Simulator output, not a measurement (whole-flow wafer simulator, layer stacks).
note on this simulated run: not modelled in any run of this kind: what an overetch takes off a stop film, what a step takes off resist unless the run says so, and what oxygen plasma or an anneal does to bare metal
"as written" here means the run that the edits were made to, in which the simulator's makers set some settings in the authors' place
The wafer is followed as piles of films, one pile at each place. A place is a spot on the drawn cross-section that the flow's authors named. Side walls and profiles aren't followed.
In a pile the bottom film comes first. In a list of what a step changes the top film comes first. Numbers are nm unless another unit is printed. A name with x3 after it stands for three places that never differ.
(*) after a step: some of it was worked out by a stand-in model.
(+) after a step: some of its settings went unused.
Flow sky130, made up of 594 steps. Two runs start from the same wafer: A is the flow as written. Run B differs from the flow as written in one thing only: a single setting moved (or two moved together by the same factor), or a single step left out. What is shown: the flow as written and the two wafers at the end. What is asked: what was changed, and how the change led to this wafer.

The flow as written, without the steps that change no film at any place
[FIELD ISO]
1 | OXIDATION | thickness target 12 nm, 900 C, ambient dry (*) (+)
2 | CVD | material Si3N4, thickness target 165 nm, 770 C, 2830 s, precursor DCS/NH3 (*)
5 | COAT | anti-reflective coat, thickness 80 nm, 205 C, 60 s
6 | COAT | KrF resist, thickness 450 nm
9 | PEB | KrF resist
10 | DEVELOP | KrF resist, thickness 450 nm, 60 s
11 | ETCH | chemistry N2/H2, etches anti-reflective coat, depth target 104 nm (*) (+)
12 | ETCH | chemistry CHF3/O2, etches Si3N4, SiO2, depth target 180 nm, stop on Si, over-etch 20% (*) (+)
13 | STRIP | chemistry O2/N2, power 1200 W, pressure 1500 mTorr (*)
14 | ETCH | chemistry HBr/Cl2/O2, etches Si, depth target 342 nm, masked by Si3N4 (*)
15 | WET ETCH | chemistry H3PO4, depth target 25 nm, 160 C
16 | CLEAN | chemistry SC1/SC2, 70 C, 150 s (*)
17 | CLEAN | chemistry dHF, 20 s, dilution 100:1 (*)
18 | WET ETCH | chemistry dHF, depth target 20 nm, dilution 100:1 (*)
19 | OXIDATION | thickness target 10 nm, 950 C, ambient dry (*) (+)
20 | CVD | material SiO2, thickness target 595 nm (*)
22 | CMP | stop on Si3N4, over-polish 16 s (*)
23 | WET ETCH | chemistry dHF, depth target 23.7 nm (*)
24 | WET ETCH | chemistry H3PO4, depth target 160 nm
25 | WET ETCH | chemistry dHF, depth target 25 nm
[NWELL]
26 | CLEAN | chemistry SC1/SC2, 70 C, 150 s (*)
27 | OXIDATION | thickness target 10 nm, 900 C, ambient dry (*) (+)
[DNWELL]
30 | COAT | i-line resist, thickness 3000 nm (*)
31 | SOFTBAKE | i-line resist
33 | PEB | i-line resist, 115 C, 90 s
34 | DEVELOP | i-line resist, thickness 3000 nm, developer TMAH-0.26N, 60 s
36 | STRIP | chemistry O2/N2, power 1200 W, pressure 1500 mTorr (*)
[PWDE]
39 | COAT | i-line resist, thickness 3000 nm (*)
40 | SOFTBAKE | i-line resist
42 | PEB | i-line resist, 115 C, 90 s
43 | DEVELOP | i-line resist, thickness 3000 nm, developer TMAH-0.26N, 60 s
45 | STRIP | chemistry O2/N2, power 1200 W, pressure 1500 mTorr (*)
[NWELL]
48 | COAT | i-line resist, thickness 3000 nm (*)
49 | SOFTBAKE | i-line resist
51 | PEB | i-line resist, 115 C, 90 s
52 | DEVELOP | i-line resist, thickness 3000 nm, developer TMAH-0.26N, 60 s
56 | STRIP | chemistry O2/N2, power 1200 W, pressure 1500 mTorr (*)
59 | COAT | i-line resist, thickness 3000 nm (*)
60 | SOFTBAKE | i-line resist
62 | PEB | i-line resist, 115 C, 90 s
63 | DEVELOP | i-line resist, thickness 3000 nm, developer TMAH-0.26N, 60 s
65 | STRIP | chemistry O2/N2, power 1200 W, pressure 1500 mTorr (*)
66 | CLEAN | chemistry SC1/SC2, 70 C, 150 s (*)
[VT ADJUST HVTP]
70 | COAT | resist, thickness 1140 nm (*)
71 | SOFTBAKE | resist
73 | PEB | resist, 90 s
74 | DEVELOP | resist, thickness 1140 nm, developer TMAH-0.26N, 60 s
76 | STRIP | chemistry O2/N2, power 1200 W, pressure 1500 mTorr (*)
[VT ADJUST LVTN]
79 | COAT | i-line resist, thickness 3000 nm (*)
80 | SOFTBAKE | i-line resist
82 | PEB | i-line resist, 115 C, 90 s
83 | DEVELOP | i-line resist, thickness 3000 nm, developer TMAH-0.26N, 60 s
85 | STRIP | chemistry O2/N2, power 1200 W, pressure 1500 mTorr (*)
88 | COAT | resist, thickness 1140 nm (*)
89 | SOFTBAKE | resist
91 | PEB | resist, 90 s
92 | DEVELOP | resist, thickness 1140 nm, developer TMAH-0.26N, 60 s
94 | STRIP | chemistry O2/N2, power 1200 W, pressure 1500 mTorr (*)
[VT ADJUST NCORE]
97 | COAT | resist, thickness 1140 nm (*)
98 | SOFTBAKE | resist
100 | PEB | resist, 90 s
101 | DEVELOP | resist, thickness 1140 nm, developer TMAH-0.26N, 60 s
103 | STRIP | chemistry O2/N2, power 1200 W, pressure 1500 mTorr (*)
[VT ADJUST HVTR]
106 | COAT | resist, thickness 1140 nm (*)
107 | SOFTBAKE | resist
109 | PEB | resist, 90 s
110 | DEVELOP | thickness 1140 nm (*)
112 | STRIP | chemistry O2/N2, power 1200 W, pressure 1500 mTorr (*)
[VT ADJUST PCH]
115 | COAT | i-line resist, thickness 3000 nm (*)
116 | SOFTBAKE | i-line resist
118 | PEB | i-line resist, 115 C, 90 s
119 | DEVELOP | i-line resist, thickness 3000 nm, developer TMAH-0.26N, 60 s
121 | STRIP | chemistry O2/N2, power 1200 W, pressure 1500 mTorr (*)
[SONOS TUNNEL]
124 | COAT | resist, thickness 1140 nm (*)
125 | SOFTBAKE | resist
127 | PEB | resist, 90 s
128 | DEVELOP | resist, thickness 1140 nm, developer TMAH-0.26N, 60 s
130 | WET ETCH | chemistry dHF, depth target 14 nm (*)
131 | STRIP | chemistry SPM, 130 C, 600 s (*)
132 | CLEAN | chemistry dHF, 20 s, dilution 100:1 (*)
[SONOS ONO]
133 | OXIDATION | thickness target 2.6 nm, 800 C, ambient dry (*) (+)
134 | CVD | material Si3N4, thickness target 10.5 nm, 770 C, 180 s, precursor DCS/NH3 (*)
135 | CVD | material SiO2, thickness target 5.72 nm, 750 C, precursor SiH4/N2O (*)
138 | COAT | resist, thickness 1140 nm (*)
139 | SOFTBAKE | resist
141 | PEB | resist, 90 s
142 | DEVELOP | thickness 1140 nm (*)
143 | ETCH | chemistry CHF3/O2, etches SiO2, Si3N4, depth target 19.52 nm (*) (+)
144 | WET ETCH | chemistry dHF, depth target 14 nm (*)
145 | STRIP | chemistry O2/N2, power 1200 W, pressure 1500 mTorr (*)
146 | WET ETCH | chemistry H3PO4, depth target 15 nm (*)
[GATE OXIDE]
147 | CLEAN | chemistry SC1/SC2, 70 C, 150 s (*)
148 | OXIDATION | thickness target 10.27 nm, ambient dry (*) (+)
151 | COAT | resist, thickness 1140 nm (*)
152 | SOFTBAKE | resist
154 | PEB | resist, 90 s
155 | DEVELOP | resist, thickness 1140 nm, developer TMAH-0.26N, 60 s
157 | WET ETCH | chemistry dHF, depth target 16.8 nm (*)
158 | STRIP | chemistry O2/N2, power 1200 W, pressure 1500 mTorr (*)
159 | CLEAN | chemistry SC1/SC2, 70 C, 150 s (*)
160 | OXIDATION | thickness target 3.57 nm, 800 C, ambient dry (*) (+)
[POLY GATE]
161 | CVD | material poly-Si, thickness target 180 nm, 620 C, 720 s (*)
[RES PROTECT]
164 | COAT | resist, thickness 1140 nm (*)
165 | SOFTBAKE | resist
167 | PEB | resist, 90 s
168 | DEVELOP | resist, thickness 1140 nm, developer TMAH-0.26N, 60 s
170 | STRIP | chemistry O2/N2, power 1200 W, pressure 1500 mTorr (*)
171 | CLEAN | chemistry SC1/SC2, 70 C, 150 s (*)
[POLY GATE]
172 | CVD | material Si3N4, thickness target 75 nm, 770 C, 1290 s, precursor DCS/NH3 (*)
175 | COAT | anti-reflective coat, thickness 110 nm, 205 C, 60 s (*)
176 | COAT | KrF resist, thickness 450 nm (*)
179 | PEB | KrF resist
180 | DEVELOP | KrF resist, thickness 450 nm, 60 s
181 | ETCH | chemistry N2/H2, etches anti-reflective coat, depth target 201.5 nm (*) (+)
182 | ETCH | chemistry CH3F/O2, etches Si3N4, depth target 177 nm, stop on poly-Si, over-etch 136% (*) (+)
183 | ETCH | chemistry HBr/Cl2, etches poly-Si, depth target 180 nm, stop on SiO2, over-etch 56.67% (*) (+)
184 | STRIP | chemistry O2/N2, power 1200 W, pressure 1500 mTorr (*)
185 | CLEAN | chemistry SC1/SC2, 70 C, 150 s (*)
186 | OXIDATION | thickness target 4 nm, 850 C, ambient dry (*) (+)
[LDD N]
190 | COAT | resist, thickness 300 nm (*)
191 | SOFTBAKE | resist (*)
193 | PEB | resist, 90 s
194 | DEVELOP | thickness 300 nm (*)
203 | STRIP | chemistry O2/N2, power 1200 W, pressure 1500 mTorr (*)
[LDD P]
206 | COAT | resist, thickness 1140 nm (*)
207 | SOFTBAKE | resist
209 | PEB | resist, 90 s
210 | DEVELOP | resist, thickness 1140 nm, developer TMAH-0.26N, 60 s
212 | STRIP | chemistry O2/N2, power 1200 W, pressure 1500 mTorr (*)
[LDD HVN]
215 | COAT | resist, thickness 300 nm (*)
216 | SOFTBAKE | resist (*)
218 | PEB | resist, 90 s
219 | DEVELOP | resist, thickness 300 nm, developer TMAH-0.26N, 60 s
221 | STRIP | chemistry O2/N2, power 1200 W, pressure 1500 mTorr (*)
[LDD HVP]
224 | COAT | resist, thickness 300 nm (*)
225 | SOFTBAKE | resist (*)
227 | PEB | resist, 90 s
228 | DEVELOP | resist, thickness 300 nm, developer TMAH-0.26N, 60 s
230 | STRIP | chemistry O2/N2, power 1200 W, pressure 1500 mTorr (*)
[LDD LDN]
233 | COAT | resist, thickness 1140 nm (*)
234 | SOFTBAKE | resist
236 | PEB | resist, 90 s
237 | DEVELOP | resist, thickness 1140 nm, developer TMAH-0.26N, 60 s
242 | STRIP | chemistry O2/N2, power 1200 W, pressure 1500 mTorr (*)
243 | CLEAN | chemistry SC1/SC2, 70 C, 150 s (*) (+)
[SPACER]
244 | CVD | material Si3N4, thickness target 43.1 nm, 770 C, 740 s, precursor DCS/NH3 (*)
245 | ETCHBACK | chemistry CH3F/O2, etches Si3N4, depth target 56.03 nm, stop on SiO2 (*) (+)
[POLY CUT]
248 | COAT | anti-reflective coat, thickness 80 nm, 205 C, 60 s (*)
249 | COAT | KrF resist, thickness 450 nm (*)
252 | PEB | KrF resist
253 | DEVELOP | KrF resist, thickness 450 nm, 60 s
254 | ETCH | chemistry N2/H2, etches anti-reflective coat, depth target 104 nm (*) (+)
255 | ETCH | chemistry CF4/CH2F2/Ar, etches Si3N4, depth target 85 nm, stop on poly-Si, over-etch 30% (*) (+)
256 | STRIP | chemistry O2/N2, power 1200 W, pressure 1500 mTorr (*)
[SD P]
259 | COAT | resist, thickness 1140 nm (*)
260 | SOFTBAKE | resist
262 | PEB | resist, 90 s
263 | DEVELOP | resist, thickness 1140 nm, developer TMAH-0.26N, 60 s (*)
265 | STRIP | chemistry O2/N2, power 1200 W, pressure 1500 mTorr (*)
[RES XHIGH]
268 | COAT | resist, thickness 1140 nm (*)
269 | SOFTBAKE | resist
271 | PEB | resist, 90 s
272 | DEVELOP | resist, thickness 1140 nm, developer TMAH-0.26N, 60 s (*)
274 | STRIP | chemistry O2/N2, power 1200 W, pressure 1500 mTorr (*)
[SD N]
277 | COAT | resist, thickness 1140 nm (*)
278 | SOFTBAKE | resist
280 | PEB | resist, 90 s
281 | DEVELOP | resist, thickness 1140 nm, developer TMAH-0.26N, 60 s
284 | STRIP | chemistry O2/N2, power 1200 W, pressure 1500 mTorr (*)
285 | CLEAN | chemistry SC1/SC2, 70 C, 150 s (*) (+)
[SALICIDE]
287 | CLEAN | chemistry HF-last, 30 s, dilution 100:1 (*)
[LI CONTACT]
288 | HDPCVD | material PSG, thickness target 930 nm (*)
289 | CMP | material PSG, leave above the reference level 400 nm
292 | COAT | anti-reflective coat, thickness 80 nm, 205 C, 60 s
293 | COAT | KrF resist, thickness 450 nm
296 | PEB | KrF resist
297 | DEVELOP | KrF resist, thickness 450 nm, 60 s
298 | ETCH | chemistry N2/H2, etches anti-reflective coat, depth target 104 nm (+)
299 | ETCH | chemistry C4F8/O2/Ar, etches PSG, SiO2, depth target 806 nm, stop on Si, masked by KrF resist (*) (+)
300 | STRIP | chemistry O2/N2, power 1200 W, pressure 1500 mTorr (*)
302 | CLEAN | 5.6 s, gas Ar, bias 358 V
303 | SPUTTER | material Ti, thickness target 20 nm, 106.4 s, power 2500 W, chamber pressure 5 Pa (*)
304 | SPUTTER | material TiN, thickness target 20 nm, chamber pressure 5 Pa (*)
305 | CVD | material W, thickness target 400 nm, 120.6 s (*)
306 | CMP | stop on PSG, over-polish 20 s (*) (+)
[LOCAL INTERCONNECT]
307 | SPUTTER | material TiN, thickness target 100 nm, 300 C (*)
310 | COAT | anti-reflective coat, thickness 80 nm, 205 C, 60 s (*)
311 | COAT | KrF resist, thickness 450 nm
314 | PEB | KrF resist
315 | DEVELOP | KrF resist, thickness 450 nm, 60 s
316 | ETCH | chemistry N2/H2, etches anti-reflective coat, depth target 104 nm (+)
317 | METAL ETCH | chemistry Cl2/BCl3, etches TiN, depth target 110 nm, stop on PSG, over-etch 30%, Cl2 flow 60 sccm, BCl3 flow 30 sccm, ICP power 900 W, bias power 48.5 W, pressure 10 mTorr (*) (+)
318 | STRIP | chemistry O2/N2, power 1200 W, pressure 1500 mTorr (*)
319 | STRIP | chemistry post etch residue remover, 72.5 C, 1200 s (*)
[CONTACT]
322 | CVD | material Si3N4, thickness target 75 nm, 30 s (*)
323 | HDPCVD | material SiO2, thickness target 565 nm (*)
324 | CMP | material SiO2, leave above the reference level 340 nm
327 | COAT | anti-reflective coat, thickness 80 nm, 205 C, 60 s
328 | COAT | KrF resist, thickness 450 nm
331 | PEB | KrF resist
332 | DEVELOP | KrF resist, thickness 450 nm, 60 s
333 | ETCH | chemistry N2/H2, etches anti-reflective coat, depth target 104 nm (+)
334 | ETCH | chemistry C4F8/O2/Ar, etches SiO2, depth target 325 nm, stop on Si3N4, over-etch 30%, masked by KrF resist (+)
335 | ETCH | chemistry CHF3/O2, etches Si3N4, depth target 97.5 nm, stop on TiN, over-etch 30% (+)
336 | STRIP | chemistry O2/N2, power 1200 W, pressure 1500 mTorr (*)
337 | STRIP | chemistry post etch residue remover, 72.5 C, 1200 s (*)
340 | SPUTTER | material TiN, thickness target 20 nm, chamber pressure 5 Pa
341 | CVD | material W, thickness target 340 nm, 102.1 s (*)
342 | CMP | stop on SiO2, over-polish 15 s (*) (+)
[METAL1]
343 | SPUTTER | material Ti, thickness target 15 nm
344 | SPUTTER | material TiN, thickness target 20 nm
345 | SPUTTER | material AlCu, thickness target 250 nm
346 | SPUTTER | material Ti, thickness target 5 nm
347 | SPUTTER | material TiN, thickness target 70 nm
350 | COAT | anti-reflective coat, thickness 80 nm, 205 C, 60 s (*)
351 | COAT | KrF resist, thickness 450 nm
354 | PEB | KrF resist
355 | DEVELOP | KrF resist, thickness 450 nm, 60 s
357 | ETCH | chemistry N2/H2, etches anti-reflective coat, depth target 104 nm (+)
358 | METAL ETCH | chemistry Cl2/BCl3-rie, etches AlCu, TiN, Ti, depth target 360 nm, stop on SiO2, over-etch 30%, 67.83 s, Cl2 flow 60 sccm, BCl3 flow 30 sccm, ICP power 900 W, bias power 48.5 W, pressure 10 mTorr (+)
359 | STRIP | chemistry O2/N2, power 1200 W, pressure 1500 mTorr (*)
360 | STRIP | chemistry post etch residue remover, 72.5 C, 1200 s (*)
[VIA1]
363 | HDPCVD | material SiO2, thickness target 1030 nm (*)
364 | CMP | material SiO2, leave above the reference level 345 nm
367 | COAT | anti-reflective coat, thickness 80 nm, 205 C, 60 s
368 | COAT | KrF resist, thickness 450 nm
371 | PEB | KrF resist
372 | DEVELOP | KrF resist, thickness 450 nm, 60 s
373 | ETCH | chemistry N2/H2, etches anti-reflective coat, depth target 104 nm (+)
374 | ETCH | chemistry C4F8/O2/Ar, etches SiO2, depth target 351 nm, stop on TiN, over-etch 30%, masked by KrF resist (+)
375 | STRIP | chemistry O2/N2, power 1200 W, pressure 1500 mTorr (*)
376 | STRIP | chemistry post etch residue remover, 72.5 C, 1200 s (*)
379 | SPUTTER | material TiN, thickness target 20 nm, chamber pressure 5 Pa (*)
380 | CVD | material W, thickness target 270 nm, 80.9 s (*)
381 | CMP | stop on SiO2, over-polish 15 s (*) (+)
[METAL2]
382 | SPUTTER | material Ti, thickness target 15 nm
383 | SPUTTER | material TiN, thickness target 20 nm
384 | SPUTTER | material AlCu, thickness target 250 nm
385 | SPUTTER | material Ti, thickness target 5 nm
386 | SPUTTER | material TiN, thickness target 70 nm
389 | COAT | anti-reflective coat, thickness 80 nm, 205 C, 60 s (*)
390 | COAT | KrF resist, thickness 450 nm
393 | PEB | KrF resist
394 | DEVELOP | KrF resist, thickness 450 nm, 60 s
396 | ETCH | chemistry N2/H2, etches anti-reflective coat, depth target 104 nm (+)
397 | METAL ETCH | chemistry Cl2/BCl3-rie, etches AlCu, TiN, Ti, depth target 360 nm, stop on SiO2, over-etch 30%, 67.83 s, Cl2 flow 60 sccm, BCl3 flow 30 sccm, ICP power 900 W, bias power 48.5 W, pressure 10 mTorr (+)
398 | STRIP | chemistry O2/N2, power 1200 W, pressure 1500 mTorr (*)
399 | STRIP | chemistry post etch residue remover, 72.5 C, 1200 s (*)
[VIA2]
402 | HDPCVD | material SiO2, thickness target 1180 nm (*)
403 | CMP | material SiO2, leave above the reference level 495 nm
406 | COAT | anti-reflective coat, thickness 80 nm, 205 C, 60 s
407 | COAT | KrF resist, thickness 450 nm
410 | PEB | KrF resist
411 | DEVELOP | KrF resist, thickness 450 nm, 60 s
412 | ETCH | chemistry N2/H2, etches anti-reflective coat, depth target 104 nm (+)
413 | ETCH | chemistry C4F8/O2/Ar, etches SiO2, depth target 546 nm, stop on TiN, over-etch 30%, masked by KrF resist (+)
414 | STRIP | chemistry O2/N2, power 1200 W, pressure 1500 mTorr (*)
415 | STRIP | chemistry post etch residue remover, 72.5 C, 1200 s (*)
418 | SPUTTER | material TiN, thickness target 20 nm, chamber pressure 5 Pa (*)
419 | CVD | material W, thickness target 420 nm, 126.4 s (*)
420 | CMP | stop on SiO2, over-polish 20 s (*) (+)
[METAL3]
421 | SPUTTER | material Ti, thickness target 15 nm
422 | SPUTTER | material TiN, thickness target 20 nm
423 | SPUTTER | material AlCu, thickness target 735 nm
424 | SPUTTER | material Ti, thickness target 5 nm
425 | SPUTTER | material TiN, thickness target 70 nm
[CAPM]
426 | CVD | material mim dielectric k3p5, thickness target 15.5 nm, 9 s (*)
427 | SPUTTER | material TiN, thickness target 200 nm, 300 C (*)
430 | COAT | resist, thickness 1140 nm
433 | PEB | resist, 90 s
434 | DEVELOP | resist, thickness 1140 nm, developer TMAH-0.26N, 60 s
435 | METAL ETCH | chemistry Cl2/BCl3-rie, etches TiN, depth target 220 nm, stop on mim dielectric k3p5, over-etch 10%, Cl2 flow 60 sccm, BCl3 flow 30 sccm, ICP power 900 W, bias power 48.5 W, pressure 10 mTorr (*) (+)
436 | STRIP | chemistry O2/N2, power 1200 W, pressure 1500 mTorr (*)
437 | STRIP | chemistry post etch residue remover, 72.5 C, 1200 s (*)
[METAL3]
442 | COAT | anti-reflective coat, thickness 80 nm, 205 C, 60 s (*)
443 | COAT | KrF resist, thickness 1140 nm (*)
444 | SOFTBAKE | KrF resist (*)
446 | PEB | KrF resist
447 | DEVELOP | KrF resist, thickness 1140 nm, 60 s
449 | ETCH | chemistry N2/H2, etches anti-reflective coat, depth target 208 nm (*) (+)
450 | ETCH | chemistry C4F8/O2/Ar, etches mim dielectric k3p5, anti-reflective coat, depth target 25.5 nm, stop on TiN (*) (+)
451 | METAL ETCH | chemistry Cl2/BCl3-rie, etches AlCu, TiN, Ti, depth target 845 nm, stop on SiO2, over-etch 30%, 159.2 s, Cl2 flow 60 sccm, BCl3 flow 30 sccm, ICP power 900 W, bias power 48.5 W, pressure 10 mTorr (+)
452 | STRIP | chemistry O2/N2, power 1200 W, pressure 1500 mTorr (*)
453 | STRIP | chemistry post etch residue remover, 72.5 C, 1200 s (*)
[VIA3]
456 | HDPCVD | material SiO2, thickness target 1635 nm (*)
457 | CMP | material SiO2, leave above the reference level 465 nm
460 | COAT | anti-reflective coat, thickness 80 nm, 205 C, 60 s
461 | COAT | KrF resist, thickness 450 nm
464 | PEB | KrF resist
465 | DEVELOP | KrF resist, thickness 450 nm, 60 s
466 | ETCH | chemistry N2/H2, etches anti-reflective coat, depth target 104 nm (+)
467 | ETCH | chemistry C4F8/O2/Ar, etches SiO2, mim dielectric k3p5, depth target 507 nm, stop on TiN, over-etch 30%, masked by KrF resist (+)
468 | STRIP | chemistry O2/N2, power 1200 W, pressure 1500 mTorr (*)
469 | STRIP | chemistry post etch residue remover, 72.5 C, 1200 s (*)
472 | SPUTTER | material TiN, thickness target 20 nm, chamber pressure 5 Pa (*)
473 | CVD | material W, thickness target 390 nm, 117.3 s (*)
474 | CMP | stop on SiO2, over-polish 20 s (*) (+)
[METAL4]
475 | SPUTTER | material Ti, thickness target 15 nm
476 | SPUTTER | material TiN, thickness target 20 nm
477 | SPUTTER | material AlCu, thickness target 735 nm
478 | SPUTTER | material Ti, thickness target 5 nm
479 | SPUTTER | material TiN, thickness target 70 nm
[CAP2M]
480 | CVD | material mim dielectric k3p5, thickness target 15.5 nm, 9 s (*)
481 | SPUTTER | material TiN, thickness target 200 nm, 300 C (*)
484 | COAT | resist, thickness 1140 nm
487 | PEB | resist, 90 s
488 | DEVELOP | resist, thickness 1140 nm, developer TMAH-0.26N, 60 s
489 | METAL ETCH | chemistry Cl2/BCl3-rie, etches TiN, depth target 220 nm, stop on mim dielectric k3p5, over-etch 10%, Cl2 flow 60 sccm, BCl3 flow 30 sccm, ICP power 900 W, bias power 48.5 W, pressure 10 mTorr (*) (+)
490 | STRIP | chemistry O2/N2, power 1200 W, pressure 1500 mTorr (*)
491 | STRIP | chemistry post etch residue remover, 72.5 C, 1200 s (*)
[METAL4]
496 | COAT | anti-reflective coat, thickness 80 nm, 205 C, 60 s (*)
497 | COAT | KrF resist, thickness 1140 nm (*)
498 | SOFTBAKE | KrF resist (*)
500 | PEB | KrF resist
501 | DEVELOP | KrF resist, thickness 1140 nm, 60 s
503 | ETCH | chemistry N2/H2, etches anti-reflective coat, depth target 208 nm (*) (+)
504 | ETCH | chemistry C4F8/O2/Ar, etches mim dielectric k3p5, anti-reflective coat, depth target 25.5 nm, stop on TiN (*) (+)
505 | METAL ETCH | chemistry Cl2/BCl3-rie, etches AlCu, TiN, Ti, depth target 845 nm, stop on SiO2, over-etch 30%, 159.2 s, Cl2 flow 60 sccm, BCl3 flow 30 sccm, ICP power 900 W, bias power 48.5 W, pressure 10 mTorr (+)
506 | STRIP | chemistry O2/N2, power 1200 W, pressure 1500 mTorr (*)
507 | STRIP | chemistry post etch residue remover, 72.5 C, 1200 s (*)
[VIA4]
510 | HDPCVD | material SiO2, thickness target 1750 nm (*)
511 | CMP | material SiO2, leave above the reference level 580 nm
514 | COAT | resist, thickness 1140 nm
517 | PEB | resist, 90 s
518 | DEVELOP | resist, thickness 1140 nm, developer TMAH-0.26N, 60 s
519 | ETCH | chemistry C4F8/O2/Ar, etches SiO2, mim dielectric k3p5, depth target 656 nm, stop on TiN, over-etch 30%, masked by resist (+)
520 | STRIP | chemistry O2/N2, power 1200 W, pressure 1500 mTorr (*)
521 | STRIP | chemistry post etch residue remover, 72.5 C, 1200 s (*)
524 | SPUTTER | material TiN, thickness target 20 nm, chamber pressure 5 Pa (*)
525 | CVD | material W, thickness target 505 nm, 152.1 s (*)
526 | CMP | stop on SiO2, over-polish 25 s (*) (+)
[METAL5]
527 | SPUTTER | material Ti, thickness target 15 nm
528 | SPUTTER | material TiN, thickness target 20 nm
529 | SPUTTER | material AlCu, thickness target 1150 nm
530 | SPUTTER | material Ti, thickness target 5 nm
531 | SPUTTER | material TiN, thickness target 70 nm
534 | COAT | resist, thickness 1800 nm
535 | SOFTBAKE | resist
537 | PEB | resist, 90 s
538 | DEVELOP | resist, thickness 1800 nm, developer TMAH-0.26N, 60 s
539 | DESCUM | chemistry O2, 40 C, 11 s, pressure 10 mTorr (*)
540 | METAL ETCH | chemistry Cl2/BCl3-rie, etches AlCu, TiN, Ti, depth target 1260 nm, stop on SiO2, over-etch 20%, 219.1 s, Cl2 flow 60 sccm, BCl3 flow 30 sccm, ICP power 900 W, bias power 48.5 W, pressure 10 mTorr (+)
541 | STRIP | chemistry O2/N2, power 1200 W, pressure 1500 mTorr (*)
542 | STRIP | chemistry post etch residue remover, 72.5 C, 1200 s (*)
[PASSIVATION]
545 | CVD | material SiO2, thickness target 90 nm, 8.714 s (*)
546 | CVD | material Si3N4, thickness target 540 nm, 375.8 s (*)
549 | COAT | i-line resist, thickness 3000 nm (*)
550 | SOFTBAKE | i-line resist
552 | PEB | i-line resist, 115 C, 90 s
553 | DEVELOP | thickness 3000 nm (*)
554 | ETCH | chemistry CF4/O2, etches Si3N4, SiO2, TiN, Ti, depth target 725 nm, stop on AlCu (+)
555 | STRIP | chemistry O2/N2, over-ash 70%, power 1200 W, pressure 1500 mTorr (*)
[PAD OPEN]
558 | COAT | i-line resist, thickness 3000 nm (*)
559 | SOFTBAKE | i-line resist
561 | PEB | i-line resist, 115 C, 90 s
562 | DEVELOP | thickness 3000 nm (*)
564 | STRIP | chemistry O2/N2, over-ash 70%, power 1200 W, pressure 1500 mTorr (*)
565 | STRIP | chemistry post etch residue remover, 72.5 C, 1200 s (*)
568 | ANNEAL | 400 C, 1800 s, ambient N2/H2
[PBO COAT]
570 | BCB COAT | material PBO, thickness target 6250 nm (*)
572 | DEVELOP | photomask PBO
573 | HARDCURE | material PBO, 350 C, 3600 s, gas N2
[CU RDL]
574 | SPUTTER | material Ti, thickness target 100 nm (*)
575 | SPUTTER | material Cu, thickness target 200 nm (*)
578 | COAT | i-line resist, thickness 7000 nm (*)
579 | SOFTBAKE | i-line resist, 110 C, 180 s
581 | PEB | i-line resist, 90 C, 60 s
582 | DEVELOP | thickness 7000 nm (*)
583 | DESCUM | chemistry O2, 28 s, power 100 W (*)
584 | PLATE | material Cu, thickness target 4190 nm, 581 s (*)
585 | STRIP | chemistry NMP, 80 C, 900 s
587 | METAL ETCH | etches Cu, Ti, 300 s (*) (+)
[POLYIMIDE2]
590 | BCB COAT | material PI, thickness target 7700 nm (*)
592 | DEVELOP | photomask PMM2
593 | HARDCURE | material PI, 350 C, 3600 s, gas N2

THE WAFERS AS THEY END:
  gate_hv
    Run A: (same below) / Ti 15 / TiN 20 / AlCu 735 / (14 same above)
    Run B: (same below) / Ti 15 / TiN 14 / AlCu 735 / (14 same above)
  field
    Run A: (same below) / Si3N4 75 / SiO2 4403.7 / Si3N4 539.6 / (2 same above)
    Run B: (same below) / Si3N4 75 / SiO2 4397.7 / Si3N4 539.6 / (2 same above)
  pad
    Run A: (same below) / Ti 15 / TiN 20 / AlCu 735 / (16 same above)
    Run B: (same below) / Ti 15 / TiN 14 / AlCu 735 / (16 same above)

The reason: step 422, SPUTTER: thickness target 14 nm was run, whereas the flow has thickness target 20 nm.
The wafer lets one read it off: gate_hv has TiN 14, and step 422 as written asks for 20 nm.

Step by step, how the change led to this:
  422 | SPUTTER | material TiN, thickness target 20 nm
      field, active, n_well and 188 more: A +20 TiN (new film) | B +14 TiN (new film)
  451 | METAL ETCH | chemistry Cl2/BCl3-rie, etches AlCu, TiN, Ti, depth target 845 nm, stop on SiO2, over-etch 30%, 159.2 s, Cl2 flow 60 sccm, BCl3 flow 30 sccm, ICP power 900 W, bias power 48.5 W, pressure 10 mTorr (+)
      field, active, gate and 67 more: A -70 TiN (all of it), -5 Ti (all of it), -735 AlCu (all of it), -20 TiN (all of it), -15 Ti (all of it), -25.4 SiO2 | B -70 TiN (all of it), -5 Ti (all of it), -735 AlCu (all of it), -14 TiN (all of it), -15 Ti (all of it), -26 SiO2
      vpp_ln, vpp_iso2, ndiff_ln and 9 more: A -70 TiN (all of it), -5 Ti (all of it), -735 AlCu (all of it), -20 TiN (all of it), -15 Ti (all of it), -25.3 SiO2 | B -70 TiN (all of it), -5 Ti (all of it), -735 AlCu (all of it), -14 TiN (all of it), -15 Ti (all of it), -25.9 SiO2
      (also at 3 further places)
